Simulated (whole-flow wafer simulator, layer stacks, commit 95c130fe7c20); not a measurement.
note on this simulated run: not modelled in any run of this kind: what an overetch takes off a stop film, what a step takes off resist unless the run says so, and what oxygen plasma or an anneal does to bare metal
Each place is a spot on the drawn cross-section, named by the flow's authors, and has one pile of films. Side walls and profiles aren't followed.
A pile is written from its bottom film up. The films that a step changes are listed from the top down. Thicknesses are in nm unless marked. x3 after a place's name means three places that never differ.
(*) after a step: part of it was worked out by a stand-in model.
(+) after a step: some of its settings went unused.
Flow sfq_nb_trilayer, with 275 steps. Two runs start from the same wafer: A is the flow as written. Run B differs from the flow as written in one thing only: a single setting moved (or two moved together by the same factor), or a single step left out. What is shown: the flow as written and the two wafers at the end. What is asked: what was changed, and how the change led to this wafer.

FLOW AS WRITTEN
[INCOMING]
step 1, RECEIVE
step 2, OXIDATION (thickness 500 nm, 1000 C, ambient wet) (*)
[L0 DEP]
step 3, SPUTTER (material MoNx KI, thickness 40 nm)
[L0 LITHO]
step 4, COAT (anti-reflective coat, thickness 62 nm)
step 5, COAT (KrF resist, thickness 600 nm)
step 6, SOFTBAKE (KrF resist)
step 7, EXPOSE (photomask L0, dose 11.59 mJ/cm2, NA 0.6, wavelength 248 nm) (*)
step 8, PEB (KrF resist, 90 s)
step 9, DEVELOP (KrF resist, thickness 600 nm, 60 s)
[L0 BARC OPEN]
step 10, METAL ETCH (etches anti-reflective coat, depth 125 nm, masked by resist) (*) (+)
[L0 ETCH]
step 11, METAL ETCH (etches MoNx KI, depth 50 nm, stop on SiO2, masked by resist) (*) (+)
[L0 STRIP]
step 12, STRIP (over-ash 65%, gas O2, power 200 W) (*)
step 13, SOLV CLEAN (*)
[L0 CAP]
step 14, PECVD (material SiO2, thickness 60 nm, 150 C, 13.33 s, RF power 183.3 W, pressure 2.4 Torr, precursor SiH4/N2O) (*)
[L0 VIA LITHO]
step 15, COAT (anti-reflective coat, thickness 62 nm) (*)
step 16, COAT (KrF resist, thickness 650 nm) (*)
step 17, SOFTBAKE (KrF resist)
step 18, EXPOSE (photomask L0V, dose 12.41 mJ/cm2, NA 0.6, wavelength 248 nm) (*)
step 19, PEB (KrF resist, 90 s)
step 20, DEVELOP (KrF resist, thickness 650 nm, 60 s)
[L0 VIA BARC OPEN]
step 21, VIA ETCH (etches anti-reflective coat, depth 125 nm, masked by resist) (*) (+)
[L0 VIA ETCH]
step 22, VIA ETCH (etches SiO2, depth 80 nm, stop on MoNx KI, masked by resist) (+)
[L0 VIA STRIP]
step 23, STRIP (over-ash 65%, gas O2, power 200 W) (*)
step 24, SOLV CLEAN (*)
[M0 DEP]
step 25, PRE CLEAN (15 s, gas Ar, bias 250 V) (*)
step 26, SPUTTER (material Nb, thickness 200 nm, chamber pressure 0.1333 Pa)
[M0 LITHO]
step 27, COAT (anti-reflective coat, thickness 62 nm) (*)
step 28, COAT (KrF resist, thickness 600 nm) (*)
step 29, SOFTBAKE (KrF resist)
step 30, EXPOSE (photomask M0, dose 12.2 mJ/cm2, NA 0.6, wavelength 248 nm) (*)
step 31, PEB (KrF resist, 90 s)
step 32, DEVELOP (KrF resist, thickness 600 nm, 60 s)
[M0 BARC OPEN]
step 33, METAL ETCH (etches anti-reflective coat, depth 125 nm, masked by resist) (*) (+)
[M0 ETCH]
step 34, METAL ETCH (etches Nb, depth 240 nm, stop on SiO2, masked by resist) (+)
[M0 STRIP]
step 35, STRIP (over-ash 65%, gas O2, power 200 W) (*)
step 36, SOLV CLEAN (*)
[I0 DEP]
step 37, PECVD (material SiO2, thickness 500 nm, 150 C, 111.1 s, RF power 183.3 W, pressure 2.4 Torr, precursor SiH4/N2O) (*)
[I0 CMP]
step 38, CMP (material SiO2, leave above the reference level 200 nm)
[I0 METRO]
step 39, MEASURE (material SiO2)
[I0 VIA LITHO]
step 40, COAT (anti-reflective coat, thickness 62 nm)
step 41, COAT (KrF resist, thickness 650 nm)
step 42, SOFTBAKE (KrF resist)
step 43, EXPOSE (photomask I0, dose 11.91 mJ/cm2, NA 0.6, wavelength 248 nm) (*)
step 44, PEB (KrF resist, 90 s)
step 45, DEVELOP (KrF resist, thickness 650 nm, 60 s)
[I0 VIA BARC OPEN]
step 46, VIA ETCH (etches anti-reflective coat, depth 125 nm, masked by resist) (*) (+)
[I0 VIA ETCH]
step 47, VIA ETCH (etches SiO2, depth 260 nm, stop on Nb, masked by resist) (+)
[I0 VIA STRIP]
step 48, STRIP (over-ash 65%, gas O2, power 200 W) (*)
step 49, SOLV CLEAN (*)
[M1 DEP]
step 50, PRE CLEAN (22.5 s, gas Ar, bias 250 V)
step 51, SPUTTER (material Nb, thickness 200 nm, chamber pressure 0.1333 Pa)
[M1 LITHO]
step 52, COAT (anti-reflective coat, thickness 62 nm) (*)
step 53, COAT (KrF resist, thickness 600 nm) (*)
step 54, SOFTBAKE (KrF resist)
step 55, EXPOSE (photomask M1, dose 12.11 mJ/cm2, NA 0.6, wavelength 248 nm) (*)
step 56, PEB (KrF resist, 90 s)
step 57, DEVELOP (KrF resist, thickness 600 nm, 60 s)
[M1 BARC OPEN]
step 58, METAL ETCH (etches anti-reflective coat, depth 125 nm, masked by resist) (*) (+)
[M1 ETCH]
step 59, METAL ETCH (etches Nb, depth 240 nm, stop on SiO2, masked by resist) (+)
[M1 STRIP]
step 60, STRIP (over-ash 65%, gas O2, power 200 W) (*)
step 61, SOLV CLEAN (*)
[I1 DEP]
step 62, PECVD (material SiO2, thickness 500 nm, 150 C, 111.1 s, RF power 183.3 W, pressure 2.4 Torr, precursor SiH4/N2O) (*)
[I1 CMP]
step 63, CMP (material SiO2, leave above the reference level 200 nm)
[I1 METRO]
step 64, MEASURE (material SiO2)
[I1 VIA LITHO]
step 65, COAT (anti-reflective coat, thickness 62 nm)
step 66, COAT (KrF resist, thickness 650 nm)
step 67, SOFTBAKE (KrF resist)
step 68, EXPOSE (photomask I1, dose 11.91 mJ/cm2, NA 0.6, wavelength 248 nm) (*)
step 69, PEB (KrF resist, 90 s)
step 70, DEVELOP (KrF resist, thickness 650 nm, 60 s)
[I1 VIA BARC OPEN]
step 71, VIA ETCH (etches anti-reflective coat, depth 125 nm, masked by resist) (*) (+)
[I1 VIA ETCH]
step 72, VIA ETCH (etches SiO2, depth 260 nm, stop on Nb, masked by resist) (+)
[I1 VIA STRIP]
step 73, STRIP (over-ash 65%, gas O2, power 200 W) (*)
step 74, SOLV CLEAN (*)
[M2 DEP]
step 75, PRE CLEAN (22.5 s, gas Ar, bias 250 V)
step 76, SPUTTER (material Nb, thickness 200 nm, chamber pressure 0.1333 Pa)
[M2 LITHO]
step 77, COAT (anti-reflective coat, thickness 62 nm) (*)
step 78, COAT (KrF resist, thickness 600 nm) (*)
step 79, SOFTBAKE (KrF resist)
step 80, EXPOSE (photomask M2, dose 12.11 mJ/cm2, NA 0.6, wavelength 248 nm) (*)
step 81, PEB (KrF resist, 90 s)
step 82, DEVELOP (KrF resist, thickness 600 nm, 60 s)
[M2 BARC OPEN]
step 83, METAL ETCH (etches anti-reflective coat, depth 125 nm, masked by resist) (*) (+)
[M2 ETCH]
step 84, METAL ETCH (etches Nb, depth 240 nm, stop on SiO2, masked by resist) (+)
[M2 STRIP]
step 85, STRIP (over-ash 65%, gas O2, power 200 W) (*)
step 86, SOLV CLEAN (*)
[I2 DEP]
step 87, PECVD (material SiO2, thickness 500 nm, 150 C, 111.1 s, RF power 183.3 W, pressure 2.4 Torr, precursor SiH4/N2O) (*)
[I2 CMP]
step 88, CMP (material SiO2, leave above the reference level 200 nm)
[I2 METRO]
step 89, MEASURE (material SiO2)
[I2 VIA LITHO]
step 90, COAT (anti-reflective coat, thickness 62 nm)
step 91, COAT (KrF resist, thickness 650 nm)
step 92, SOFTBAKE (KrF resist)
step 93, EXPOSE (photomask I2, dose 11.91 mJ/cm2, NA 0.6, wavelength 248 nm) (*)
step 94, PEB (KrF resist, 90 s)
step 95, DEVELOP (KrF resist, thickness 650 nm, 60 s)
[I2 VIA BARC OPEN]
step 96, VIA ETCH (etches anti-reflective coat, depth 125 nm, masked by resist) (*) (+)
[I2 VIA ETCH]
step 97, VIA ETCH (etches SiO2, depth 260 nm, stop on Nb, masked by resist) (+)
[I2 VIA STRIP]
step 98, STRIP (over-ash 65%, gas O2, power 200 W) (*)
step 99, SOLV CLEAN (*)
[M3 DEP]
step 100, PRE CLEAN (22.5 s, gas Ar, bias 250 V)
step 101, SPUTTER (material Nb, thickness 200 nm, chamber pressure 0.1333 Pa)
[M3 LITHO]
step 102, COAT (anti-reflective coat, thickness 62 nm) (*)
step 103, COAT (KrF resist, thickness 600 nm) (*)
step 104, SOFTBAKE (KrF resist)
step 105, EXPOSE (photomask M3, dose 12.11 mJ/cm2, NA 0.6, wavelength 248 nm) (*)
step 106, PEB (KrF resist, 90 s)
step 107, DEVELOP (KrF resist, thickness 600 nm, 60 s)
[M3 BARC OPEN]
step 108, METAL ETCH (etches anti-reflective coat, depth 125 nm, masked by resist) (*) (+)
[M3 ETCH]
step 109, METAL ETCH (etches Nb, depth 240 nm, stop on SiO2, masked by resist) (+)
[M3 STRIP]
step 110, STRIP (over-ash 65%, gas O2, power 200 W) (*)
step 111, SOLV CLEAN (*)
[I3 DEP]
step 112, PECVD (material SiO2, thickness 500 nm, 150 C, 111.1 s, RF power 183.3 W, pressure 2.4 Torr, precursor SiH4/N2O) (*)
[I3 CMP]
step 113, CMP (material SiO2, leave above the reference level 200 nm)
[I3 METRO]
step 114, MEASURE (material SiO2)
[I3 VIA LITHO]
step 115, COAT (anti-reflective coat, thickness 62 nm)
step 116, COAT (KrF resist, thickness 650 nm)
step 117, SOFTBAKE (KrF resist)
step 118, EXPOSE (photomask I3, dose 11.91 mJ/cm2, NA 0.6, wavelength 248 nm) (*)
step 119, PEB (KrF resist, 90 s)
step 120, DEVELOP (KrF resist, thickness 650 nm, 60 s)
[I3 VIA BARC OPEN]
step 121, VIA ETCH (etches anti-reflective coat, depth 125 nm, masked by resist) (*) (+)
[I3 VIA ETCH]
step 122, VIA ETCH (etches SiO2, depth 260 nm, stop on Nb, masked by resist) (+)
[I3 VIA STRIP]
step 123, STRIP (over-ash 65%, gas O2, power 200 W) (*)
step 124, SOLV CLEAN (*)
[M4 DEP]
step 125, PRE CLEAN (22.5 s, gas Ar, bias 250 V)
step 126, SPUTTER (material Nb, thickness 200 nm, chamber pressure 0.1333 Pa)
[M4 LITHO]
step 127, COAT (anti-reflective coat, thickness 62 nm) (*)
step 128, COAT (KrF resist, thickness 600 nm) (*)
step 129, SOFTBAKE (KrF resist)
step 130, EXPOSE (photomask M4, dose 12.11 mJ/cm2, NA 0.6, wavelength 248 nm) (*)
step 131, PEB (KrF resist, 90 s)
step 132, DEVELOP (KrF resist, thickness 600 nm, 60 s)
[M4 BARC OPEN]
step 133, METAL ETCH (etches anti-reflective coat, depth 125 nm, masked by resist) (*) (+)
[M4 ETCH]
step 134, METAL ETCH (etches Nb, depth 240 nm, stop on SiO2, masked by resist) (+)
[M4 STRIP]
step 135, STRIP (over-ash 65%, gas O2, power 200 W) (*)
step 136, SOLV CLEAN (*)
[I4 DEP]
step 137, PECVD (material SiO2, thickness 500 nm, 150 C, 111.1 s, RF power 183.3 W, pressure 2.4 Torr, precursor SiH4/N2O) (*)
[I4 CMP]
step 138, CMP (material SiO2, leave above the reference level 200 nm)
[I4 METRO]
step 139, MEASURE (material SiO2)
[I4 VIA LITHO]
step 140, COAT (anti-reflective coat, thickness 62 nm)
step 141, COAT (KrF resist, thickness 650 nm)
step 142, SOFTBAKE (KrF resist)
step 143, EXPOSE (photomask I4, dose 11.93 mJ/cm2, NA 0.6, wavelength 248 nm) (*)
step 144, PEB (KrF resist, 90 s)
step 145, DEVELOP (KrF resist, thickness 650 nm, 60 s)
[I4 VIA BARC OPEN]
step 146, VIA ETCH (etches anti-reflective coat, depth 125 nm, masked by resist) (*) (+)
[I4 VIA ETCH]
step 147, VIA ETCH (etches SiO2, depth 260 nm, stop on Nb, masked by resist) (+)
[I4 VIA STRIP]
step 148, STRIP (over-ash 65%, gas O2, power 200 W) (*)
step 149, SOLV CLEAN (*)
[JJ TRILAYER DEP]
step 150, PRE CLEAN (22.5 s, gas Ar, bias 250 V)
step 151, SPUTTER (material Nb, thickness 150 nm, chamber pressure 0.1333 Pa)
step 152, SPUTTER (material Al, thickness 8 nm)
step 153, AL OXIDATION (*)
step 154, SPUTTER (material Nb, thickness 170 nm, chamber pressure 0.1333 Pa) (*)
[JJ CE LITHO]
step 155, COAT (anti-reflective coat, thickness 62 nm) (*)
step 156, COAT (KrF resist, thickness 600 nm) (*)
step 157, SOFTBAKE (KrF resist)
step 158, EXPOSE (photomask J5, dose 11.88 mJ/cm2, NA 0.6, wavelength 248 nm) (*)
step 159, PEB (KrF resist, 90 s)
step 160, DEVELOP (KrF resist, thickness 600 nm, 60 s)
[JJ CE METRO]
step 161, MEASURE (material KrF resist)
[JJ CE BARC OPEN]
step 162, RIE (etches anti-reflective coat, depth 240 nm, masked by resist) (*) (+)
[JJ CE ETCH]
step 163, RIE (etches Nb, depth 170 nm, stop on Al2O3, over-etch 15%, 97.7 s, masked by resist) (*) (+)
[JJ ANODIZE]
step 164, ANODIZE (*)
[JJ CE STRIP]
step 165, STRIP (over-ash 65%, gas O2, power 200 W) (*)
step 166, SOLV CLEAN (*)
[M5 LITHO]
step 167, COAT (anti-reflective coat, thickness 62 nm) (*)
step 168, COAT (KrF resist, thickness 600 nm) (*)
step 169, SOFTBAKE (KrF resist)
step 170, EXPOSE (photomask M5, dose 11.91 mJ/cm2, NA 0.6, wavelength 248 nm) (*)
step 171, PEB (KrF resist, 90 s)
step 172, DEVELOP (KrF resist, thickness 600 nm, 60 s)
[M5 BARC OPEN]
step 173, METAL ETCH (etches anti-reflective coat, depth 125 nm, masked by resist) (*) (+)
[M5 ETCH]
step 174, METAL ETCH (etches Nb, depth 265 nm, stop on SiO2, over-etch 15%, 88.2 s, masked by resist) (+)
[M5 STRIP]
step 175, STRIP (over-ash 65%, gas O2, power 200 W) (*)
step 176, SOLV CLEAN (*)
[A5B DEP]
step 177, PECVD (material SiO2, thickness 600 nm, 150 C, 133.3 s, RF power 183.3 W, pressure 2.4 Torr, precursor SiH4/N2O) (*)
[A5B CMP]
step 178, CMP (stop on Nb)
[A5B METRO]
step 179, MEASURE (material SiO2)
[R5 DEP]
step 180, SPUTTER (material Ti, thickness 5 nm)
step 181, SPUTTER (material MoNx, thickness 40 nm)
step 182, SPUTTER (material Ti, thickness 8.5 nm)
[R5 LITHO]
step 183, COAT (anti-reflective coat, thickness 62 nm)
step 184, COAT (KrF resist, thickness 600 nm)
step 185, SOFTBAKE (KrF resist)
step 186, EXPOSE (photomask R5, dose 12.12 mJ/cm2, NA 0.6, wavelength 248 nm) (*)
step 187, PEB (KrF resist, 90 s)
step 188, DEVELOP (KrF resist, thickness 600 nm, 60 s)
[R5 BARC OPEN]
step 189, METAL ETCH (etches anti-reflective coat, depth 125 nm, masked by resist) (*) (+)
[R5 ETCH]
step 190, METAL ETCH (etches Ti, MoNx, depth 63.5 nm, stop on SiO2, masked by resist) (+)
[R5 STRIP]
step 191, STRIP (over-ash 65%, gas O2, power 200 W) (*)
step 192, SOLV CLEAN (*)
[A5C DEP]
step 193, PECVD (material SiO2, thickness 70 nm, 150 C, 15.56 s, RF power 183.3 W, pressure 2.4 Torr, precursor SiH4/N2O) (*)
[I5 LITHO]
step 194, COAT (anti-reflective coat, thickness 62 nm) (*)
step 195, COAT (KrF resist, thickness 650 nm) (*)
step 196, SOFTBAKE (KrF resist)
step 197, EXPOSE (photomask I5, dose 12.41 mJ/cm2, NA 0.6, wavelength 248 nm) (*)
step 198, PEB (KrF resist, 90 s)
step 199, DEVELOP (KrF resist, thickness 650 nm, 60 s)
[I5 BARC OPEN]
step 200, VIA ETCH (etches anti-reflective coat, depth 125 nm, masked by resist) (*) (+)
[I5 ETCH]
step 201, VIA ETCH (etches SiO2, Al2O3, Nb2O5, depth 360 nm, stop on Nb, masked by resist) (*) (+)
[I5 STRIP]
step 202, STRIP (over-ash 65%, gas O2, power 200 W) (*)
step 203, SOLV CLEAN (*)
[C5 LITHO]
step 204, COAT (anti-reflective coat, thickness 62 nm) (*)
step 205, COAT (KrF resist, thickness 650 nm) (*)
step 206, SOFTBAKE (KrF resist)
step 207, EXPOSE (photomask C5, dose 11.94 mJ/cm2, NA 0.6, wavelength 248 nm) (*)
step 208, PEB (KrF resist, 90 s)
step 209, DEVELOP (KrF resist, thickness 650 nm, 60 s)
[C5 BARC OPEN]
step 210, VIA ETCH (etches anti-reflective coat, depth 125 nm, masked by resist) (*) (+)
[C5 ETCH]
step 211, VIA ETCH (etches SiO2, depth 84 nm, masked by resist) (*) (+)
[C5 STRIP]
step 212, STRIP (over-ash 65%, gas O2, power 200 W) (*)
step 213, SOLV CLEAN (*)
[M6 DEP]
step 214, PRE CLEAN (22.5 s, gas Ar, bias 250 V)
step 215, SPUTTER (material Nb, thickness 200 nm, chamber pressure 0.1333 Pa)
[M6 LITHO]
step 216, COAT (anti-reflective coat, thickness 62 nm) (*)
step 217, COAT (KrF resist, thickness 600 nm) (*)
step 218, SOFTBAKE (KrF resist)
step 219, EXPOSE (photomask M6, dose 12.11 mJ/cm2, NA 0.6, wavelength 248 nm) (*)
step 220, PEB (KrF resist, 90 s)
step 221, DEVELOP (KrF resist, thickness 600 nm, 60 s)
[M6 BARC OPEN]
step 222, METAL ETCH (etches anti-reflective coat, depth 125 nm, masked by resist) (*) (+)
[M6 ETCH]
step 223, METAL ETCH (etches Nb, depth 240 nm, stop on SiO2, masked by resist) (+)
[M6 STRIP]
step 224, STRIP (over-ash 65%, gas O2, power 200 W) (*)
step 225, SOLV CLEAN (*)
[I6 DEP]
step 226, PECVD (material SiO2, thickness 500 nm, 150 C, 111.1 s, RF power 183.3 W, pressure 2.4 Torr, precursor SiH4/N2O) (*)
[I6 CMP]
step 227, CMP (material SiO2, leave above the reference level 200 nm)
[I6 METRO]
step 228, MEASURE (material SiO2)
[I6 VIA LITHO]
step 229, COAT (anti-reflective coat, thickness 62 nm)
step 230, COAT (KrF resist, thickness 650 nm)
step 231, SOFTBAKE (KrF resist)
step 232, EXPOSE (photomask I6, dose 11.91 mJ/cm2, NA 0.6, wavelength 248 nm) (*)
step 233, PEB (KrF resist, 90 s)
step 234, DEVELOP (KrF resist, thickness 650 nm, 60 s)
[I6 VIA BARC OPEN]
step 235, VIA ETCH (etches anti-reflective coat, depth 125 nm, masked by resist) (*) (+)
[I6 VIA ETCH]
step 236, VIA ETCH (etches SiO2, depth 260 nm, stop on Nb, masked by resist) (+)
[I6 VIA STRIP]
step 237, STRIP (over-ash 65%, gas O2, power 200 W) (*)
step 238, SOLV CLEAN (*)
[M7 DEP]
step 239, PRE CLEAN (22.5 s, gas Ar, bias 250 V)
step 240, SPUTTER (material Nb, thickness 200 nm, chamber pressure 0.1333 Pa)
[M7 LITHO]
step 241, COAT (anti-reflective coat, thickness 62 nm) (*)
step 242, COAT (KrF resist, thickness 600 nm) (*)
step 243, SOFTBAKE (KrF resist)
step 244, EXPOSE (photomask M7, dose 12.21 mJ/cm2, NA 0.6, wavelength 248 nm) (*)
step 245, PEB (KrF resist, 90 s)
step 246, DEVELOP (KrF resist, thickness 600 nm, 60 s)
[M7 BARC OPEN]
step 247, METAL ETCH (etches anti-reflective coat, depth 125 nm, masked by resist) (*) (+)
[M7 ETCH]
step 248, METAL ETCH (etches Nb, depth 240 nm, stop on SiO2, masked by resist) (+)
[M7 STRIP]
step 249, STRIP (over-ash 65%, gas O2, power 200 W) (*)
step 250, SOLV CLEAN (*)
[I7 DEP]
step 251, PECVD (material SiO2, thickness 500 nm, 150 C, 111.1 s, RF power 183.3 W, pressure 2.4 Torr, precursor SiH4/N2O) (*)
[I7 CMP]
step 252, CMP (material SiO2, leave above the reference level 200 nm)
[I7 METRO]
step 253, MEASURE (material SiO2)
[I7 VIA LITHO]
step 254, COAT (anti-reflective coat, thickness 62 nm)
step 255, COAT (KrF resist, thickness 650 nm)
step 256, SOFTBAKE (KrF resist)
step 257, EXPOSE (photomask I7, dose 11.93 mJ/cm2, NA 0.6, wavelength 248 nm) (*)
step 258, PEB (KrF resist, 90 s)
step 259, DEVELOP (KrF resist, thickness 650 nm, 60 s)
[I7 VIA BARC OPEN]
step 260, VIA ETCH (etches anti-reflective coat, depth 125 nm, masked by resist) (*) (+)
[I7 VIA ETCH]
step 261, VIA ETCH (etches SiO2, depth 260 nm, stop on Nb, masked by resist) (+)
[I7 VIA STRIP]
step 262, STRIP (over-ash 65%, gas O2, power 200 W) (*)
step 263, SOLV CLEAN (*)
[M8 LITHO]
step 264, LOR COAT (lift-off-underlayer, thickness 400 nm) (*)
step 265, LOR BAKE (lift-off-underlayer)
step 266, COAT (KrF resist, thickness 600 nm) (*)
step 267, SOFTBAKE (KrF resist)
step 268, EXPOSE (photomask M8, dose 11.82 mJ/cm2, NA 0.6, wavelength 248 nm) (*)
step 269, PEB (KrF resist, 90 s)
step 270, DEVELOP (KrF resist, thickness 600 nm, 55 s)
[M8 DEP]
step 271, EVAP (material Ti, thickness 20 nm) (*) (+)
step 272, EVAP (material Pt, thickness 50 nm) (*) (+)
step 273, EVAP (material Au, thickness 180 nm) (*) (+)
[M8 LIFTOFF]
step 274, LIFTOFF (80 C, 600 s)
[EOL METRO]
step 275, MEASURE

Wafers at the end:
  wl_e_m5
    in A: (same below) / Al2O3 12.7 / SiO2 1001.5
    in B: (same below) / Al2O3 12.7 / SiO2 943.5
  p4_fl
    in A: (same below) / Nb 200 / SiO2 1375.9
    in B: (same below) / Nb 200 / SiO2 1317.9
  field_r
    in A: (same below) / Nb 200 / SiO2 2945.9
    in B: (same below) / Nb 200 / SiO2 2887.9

The reason: step 227, CMP: leave above the reference level 142 nm was run, whereas the flow has leave above the reference level 200 nm.

The path from the change to this, step by step:
  step 227, CMP (material SiO2, leave above the reference level 200 nm)
      field_l, p4_fl, p4_fm and 59 more: A -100 SiO2 | B -158 SiO2
      v_sur, via_wl, via_w and 15 more: A -300 SiO2 | B -358 SiO2
      (and at 26 other places as well)
  step 236, VIA ETCH (etches SiO2, depth 260 nm, stop on Nb, masked by resist) (+)
      field_l, v_sur, via_wl and 102 more: A -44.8 KrF resist | B -36.7 KrF resist
      via_v: A -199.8 SiO2 (all of it) | B -141.8 SiO2 (all of it)
  step 240, SPUTTER (material Nb, thickness 200 nm, chamber pressure 0.1333 Pa)
      via_v: A +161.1 Nb | B +175.2 Nb
  step 241, COAT (anti-reflective coat, thickness 62 nm) (*)
      via_v: A +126 anti-reflective coat (new film) | B +111.9 anti-reflective coat (new film)
      wire: A +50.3 anti-reflective coat (new film) | B +51.4 anti-reflective coat (new film)
  step 242, COAT (KrF resist, thickness 600 nm) (*)
      via_v: A +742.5 KrF resist (new film) | B +694 KrF resist (new film)
  step 249, STRIP (over-ash 65%, gas O2, power 200 W) (*)
      via_v: A -524.5 KrF resist (all of it), -126 anti-reflective coat (all of it) | B -476.2 KrF resist (all of it), -111.9 anti-reflective coat (all of it)
      wire: A -374.1 KrF resist (all of it), -50.3 anti-reflective coat (all of it) | B -378.8 KrF resist (all of it), -51.4 anti-reflective coat (all of it)
  step 251, PECVD (material SiO2, thickness 500 nm, 150 C, 111.1 s, RF power 183.3 W, pressure 2.4 Torr, precursor SiH4/N2O) (*)
      via_v: A +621 SiO2 (new film) | B +522.8 SiO2 (new film)
  step 252, CMP (material SiO2, leave above the reference level 200 nm)
      via_v: A -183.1 SiO2 | B -157.1 SiO2
